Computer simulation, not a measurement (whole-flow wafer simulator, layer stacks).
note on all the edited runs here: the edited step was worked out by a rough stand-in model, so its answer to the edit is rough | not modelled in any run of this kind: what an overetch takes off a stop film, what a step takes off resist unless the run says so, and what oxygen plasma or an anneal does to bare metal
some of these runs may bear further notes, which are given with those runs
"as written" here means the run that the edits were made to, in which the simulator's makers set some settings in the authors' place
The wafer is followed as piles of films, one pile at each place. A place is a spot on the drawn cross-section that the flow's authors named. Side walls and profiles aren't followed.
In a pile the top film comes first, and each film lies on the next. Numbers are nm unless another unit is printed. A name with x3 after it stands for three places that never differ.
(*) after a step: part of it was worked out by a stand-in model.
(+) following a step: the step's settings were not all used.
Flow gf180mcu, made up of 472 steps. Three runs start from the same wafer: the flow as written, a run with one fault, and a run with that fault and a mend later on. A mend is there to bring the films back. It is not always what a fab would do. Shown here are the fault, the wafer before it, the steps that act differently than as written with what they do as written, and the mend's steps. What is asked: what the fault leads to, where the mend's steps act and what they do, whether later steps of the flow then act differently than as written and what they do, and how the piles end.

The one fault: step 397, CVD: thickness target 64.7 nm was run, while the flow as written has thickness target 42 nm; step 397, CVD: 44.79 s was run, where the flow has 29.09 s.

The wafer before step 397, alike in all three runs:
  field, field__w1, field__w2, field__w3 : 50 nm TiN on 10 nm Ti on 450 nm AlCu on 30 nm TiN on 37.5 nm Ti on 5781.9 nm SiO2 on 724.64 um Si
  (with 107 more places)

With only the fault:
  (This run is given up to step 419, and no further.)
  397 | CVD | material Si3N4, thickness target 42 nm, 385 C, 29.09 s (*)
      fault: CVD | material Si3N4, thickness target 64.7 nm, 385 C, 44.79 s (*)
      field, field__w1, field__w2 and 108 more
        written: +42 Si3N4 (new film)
        fault: +64.6 Si3N4 (new film)
  Later steps of the flow acting differently than as written:
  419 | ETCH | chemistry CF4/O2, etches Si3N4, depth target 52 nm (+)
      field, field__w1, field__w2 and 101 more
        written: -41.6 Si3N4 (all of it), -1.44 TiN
        fault: -52 Si3N4
  After step 419, at field, field__w1, field__w2 and 109 more, the piles differ from the flow's by more than 2% or 0.5 nm, whichever is larger.
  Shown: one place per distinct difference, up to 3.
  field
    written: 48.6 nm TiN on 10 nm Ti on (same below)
    fault: 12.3 nm Si3N4 on 50 nm TiN on 10 nm Ti on (same below)
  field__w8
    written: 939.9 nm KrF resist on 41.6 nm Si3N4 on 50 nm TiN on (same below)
    fault: 939.9 nm KrF resist on 64.3 nm Si3N4 on 50 nm TiN on (same below)
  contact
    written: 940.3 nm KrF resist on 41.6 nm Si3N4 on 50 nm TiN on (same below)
    fault: 940.3 nm KrF resist on 64.3 nm Si3N4 on 50 nm TiN on (same below)

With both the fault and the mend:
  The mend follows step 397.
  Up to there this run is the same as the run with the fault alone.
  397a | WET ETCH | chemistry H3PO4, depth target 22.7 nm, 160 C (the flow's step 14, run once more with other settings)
      field, field__w1, field__w2 and 108 more
        -22.7 Si3N4
  Later steps of the flow that are run all act as written at every place that is followed, up to a difference of at most 2% or 0.5 nm, whichever is larger.
  When the end is reached, the piles differ only a little from the flow's at the places that both follow, at most by 2% or 0.5 nm, whichever is larger.
